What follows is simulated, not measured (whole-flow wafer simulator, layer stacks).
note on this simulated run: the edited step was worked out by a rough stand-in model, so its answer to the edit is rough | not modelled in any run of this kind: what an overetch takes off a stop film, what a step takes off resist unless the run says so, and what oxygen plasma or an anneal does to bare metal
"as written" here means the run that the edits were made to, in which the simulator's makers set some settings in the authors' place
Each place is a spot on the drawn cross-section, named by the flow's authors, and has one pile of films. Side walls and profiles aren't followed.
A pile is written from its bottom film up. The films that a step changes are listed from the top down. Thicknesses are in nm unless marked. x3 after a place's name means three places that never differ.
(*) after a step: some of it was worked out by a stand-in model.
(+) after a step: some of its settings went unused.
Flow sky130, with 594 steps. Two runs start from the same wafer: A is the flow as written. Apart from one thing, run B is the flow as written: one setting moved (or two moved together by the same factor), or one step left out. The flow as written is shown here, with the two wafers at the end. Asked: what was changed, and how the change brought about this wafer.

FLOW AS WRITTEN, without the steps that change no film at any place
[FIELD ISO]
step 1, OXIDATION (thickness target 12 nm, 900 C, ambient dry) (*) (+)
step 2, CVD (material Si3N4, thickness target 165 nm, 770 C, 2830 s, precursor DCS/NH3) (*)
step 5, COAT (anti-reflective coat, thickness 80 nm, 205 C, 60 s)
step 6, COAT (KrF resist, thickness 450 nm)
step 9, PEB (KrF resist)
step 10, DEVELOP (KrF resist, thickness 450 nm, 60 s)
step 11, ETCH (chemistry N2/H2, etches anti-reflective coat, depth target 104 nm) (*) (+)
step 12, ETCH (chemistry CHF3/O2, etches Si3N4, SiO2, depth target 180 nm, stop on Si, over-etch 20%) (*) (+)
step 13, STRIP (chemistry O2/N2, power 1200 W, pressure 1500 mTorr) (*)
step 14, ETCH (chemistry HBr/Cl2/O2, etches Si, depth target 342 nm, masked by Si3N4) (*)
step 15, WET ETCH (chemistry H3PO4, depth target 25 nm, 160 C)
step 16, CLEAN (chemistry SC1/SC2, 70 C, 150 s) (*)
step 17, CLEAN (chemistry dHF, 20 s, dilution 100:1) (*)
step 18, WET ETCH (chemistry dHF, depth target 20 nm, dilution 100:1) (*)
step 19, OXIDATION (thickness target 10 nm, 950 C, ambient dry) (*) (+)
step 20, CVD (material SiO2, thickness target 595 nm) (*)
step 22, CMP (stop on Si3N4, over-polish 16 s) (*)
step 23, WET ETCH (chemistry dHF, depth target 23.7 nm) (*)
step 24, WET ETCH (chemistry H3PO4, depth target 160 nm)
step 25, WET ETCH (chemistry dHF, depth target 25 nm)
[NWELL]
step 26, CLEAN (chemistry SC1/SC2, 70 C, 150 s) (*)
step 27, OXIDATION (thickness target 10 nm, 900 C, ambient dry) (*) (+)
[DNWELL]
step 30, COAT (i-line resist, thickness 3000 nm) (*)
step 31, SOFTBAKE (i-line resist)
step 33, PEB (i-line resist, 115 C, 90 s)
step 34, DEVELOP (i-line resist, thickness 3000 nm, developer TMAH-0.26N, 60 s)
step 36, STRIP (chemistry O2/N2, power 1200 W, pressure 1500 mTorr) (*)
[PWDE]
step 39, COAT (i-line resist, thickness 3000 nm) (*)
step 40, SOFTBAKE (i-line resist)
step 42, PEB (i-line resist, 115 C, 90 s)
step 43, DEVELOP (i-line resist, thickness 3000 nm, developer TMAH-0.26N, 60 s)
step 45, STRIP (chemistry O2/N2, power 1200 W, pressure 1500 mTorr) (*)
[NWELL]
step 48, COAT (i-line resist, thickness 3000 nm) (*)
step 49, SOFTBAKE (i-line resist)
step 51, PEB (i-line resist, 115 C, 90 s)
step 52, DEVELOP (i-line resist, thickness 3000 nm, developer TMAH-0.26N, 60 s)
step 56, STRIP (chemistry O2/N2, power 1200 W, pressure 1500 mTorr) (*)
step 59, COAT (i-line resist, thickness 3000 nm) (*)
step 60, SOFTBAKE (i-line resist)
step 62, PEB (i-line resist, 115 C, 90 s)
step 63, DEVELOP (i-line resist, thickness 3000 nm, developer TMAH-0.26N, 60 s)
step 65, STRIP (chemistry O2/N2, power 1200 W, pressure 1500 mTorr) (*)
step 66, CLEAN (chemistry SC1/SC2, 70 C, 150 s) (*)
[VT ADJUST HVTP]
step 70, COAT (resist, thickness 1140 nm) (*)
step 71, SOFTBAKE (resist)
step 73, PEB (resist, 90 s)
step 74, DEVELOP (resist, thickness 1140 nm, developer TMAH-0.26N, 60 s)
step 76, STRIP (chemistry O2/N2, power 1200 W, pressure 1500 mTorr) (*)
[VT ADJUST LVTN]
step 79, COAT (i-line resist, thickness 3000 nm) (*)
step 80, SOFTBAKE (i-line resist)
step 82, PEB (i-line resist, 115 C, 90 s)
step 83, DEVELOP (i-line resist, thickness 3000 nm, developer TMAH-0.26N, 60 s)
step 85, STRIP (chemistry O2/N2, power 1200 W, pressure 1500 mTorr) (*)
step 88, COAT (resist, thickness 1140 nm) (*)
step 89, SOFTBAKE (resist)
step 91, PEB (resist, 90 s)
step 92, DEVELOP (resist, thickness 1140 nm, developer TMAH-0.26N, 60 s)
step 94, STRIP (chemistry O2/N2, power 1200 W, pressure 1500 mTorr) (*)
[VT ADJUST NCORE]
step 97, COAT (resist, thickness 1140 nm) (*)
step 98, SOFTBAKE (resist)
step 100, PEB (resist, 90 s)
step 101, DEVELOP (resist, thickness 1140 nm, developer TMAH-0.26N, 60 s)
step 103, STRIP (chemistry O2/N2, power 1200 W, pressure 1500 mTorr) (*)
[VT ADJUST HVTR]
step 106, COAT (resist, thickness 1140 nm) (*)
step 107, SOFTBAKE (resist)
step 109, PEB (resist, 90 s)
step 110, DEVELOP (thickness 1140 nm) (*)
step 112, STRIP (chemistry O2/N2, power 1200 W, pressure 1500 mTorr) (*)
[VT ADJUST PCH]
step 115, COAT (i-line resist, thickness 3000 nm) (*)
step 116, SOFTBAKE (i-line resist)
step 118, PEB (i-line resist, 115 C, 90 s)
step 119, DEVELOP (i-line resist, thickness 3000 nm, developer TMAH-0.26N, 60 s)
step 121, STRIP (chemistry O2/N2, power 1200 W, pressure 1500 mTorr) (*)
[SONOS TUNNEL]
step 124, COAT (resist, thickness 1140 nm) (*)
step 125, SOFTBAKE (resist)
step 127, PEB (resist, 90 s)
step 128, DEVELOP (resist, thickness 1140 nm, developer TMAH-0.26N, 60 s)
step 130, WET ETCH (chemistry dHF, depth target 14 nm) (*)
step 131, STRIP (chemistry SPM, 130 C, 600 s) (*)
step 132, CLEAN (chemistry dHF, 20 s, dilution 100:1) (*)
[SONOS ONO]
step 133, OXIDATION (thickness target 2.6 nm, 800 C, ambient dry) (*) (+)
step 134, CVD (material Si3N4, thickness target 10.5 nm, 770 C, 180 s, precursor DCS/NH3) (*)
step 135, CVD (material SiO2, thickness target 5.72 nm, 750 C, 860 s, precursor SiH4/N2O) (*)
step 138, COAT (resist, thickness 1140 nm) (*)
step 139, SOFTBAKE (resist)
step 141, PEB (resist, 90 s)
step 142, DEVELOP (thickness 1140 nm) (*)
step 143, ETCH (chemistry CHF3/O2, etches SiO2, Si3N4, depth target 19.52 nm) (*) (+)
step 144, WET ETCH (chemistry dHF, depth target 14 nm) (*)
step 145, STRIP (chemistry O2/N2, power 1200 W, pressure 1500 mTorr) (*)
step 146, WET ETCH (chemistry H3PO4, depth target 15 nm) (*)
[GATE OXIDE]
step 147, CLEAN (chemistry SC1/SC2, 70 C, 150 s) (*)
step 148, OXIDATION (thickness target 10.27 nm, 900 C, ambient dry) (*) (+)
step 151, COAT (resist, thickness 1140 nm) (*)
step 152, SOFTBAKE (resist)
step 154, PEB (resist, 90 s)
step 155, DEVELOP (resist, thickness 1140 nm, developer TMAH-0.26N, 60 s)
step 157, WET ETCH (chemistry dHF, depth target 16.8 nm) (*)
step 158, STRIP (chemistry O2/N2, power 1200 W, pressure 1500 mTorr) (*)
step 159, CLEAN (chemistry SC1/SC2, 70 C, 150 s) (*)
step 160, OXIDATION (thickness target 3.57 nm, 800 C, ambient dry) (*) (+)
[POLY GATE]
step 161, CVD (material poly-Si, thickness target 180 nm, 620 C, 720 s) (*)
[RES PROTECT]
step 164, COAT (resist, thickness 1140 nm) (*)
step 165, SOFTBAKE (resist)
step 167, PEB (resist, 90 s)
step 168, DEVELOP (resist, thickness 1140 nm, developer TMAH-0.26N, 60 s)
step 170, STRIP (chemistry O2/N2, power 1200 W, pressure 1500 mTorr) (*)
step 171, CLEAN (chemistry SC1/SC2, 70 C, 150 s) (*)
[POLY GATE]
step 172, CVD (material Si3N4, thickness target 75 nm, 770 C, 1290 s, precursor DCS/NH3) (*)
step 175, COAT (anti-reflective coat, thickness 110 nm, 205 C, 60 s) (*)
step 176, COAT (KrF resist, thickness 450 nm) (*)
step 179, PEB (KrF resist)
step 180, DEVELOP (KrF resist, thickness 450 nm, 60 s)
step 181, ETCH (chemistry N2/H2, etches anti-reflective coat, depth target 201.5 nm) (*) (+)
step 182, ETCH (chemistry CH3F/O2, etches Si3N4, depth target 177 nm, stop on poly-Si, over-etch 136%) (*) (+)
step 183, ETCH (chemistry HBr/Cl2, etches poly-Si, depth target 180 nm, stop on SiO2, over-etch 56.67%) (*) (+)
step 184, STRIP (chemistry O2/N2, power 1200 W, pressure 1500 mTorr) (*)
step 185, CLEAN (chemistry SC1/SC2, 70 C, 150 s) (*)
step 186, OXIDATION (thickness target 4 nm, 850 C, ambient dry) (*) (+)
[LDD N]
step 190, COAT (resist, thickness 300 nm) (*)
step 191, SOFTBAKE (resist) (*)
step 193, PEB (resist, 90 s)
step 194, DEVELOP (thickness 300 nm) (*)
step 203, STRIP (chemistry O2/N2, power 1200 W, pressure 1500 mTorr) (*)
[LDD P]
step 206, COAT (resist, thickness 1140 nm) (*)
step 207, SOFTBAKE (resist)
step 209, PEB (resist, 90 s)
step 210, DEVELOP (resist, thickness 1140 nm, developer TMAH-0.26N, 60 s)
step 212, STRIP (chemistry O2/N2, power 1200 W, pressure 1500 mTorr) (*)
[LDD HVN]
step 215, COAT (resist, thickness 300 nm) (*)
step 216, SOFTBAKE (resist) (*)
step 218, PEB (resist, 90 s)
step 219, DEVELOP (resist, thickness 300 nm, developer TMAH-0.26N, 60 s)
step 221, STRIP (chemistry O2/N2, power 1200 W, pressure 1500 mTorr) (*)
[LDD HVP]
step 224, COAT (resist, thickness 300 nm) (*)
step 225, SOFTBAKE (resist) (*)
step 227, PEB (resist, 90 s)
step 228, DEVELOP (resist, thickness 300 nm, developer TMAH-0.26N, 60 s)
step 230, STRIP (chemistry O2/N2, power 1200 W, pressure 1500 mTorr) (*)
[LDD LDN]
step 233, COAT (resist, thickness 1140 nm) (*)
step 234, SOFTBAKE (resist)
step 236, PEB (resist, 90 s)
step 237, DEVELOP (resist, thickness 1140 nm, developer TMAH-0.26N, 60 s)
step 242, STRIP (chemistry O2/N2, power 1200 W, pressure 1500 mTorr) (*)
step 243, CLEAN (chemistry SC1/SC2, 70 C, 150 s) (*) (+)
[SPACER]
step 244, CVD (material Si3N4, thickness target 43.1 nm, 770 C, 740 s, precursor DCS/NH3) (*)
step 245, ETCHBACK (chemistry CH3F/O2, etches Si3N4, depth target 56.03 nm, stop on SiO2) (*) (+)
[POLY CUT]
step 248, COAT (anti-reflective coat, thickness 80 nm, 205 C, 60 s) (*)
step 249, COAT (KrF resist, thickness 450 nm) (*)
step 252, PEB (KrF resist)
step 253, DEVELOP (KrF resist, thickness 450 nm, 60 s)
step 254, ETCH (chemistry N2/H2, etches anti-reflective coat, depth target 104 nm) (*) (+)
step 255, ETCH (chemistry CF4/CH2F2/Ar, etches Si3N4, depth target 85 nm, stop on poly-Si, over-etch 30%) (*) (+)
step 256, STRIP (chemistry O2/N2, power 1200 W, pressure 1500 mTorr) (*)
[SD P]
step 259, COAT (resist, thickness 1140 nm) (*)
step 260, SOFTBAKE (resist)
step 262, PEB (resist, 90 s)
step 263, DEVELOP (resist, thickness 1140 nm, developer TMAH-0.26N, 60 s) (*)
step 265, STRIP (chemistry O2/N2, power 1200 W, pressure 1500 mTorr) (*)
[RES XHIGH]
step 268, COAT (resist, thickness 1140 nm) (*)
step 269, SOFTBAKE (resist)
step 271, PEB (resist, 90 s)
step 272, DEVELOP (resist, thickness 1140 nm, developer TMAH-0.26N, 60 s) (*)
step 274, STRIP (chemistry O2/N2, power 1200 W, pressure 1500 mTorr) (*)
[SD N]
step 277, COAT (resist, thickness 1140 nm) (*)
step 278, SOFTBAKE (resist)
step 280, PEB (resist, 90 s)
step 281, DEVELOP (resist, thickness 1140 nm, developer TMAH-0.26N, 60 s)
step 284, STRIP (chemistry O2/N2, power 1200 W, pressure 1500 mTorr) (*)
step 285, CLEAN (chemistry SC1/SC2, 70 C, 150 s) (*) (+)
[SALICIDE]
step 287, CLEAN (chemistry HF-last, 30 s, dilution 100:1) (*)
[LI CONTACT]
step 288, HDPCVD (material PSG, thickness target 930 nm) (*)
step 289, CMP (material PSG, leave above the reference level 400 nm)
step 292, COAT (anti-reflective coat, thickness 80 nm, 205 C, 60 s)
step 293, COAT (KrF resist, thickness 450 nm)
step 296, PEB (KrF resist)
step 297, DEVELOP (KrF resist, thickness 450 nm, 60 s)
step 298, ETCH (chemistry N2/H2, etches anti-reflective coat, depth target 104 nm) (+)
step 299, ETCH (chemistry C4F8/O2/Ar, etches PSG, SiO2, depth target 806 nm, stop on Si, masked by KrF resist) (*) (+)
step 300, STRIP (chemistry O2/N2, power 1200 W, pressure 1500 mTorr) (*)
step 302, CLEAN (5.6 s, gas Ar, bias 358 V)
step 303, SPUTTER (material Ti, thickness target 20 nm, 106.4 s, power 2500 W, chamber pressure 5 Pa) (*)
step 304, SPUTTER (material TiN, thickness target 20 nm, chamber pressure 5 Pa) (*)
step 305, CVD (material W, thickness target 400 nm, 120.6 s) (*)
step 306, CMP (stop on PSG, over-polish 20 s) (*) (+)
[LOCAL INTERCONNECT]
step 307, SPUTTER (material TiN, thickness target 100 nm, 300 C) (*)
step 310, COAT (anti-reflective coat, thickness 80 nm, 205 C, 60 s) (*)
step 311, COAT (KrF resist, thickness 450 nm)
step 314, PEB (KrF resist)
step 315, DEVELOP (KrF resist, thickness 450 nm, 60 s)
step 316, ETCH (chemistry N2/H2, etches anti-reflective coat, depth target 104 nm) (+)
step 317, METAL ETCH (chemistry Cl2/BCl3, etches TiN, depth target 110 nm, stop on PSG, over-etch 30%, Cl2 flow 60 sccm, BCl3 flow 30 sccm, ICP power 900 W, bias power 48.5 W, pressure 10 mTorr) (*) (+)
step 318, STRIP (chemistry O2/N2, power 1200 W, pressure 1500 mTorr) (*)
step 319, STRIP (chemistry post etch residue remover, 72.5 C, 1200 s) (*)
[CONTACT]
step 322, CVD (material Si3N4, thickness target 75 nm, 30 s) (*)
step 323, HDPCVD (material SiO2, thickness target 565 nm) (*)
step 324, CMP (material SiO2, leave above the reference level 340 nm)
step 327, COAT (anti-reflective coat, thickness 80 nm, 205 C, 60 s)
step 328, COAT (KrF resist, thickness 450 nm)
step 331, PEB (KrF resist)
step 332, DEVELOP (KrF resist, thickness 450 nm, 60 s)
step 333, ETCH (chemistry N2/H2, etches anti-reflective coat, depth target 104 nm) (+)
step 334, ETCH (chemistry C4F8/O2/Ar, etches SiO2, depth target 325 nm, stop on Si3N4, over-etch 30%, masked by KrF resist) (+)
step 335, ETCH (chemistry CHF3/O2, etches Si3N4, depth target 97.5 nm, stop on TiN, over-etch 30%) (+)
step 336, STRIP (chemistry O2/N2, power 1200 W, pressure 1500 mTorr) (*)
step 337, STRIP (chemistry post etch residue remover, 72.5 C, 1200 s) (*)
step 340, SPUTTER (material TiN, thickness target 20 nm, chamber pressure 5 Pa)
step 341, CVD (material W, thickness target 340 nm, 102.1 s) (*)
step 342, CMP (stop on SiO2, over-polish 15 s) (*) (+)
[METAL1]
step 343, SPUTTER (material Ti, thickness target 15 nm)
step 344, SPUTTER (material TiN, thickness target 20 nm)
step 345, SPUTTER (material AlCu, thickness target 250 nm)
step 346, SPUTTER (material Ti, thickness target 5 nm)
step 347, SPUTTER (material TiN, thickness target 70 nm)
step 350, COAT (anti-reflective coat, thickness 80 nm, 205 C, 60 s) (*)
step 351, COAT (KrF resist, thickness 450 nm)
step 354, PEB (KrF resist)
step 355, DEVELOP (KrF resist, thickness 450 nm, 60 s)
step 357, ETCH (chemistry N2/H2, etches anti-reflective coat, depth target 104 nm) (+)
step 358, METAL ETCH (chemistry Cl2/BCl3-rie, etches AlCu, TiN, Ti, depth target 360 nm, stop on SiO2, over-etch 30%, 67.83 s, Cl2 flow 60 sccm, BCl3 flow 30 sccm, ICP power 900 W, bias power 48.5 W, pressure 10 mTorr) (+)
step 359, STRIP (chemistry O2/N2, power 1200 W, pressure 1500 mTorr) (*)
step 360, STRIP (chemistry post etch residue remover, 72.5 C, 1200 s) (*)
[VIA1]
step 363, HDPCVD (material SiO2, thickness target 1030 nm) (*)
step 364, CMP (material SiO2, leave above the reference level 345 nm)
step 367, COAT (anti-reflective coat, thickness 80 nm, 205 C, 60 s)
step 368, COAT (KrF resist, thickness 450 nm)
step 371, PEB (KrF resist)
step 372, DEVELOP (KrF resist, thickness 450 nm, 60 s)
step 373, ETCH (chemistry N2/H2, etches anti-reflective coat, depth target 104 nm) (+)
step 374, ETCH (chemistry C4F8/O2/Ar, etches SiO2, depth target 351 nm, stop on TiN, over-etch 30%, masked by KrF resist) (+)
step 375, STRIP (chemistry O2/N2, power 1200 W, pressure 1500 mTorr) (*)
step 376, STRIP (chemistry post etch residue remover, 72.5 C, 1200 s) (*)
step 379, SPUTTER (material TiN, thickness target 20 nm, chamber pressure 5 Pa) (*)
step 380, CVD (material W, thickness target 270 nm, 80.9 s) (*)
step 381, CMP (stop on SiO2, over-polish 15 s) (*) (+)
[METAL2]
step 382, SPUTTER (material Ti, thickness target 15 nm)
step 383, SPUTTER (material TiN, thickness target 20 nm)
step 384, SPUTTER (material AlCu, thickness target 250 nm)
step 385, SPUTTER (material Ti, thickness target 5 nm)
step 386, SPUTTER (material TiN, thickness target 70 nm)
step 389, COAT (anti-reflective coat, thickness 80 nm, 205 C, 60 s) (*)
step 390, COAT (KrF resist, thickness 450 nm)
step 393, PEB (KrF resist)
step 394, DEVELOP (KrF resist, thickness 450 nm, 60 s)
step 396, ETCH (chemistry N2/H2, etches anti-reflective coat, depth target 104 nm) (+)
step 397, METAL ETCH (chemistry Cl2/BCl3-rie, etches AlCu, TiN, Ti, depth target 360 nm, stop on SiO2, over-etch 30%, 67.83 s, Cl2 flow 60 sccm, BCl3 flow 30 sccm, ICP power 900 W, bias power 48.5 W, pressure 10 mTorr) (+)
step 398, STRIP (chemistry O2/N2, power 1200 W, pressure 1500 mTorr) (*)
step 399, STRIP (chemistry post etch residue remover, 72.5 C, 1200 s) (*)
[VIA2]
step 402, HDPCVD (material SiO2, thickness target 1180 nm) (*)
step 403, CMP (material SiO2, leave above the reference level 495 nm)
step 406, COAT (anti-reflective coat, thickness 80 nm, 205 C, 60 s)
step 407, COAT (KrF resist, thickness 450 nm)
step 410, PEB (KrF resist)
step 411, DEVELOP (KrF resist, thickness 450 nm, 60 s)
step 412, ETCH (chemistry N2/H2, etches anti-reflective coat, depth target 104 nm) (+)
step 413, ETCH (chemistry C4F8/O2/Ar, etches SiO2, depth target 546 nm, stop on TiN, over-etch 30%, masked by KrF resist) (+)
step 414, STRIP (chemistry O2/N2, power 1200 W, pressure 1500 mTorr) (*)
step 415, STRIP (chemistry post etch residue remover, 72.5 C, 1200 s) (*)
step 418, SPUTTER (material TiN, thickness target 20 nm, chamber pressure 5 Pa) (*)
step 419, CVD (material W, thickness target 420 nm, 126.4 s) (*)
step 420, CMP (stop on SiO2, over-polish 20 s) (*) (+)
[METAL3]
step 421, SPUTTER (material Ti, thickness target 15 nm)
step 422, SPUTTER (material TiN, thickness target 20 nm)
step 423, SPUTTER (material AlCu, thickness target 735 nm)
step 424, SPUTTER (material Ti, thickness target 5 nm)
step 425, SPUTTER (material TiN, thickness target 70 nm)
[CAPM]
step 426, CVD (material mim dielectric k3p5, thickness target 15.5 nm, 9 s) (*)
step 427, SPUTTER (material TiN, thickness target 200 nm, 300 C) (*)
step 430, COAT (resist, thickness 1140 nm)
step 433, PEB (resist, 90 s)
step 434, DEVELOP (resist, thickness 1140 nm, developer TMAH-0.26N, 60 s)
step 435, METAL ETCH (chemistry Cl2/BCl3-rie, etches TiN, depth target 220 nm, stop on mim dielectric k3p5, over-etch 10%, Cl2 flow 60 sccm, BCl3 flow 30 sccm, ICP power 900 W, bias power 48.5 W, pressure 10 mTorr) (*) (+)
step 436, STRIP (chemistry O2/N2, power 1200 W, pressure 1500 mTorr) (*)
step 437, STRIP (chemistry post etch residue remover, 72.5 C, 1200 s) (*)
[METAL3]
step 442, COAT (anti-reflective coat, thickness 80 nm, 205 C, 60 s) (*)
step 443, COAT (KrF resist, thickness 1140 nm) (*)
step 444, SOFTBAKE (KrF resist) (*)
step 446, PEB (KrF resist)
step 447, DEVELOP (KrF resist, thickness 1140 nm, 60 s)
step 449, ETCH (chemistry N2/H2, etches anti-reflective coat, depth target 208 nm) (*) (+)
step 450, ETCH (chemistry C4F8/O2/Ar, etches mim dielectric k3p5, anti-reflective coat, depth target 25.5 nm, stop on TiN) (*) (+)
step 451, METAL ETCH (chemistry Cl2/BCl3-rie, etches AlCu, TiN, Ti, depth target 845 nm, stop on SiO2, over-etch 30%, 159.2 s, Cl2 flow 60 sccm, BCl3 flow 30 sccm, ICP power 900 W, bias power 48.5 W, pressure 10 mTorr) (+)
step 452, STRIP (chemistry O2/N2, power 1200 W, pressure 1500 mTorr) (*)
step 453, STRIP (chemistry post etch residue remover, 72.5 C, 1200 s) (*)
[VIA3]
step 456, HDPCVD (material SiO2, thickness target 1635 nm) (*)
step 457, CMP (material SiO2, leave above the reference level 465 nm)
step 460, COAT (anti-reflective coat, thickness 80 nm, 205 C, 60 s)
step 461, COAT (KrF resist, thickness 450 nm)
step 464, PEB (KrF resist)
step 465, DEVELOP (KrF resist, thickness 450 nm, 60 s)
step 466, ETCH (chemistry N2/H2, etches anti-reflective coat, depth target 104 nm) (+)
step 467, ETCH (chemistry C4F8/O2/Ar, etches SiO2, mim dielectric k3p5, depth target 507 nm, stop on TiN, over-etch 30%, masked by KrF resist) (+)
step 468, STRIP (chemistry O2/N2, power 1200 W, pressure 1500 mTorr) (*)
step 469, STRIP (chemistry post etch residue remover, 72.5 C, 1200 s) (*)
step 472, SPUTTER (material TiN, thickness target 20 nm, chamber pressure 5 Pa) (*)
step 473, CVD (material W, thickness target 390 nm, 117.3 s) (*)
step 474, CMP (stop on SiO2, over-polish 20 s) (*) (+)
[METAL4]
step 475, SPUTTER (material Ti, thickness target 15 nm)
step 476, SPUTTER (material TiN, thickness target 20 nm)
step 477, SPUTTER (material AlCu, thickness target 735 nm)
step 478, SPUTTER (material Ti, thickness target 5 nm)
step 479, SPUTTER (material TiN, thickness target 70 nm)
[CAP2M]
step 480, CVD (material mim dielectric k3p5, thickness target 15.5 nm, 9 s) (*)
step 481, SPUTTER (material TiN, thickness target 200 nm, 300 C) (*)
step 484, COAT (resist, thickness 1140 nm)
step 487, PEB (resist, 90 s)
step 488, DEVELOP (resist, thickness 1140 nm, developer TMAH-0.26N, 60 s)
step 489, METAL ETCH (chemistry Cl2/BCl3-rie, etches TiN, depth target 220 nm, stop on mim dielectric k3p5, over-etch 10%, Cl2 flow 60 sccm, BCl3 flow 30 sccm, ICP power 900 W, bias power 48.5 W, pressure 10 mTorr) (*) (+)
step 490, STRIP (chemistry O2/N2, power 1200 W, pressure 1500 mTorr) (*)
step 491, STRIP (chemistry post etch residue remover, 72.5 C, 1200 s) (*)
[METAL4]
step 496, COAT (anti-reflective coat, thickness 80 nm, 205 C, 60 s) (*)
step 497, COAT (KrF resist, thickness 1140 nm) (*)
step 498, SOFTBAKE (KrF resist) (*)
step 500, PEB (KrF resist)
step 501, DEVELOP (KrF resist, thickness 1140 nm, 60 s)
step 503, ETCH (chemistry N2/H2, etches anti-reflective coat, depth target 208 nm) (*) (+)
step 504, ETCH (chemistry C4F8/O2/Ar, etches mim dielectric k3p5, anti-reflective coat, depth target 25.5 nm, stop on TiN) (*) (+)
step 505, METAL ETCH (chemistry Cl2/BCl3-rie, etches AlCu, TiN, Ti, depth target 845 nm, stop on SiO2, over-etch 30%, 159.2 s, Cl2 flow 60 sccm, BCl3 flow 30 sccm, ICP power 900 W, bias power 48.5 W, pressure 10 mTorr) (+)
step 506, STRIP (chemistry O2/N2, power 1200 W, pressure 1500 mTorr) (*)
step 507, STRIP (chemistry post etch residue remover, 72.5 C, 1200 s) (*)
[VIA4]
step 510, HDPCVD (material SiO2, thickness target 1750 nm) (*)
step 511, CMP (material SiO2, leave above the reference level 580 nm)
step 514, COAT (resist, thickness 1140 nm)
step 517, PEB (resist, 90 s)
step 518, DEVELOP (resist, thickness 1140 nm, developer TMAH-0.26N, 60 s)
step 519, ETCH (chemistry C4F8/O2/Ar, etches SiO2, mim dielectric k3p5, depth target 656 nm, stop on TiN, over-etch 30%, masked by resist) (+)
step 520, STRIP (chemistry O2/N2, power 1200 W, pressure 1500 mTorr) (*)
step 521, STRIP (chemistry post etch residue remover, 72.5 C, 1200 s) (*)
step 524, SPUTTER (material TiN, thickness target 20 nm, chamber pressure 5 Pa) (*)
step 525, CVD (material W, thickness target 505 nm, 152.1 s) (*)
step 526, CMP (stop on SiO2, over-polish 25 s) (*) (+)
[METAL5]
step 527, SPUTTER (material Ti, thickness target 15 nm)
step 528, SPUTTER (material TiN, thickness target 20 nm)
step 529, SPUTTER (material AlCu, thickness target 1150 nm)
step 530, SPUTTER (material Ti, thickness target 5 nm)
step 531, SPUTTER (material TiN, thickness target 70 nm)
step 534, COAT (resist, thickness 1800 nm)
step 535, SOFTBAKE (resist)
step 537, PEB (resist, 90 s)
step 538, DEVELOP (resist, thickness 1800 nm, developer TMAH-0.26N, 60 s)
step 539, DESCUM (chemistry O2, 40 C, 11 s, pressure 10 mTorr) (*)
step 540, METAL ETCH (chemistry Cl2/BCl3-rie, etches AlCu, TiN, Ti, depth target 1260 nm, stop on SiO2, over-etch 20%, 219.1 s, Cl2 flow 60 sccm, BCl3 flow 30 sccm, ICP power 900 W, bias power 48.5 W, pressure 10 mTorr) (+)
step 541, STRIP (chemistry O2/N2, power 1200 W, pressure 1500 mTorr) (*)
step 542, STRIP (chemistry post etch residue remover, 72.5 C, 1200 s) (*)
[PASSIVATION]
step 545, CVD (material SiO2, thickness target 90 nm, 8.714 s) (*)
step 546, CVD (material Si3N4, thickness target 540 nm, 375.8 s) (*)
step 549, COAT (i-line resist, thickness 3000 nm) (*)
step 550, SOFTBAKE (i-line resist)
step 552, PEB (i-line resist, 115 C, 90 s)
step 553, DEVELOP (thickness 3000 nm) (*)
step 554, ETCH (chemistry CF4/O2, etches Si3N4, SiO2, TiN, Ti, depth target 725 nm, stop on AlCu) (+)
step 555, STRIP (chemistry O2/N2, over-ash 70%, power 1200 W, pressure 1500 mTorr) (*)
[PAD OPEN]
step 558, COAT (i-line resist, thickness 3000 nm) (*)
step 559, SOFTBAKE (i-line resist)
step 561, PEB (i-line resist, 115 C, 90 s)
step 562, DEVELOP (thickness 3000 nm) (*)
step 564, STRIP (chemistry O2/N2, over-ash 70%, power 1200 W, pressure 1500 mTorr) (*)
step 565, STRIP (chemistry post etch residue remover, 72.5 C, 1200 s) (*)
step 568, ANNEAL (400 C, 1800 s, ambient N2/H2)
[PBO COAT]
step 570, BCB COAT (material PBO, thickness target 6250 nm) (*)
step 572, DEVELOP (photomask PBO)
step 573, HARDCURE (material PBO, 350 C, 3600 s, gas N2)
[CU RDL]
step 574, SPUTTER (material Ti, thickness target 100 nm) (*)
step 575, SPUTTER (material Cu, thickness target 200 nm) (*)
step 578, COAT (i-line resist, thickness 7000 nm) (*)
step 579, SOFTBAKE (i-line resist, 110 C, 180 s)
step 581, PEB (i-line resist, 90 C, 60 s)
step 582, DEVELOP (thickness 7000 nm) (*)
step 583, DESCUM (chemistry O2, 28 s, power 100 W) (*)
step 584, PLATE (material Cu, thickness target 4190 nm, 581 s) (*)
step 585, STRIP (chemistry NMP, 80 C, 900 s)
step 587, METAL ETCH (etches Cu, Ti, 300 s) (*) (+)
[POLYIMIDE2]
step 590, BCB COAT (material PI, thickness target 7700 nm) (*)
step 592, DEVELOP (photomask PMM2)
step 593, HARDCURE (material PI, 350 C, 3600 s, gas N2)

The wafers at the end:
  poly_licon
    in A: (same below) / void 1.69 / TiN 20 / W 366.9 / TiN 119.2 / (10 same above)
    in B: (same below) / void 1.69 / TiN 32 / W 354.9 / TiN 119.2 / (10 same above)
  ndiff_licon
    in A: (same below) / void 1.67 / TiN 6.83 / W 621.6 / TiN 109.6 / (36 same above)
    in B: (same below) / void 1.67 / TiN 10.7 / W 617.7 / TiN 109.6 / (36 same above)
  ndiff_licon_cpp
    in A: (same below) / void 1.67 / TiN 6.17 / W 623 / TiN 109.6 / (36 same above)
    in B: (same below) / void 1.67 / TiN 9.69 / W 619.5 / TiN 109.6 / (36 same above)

The reason: step 304, SPUTTER: thickness target 32 nm was run, while the flow as written has thickness target 20 nm.
The wafer lets one read it off: poly_licon has TiN 32, and step 304 as written asks for 20 nm.

Step by step, how the change led to this:
  step 304, SPUTTER (material TiN, thickness target 20 nm, chamber pressure 5 Pa) (*)
      field, active, n_well and 185 more: A TiN gains 20 (new film) | B TiN gains 32 (new film)
      ndiff_licon: A TiN gains 6.83 (new film) | B TiN gains 10.7 (new film)
      (also at 2 further places)
  step 306, CMP (stop on PSG, over-polish 20 s) (*) (+)
      field, active, n_well and 184 more: A W loses 400 (all of it), TiN loses 20 (all of it), Ti loses 20 (all of it), PSG loses 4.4 | B W loses 400 (all of it), TiN loses 32 (all of it), Ti loses 20 (all of it), PSG loses 4.4
      ndiff_licon, ndiff_licon_cpp, rpo_hd_licon: A W loses 444.9 | B W loses 456.9
      (also at 1 further place)
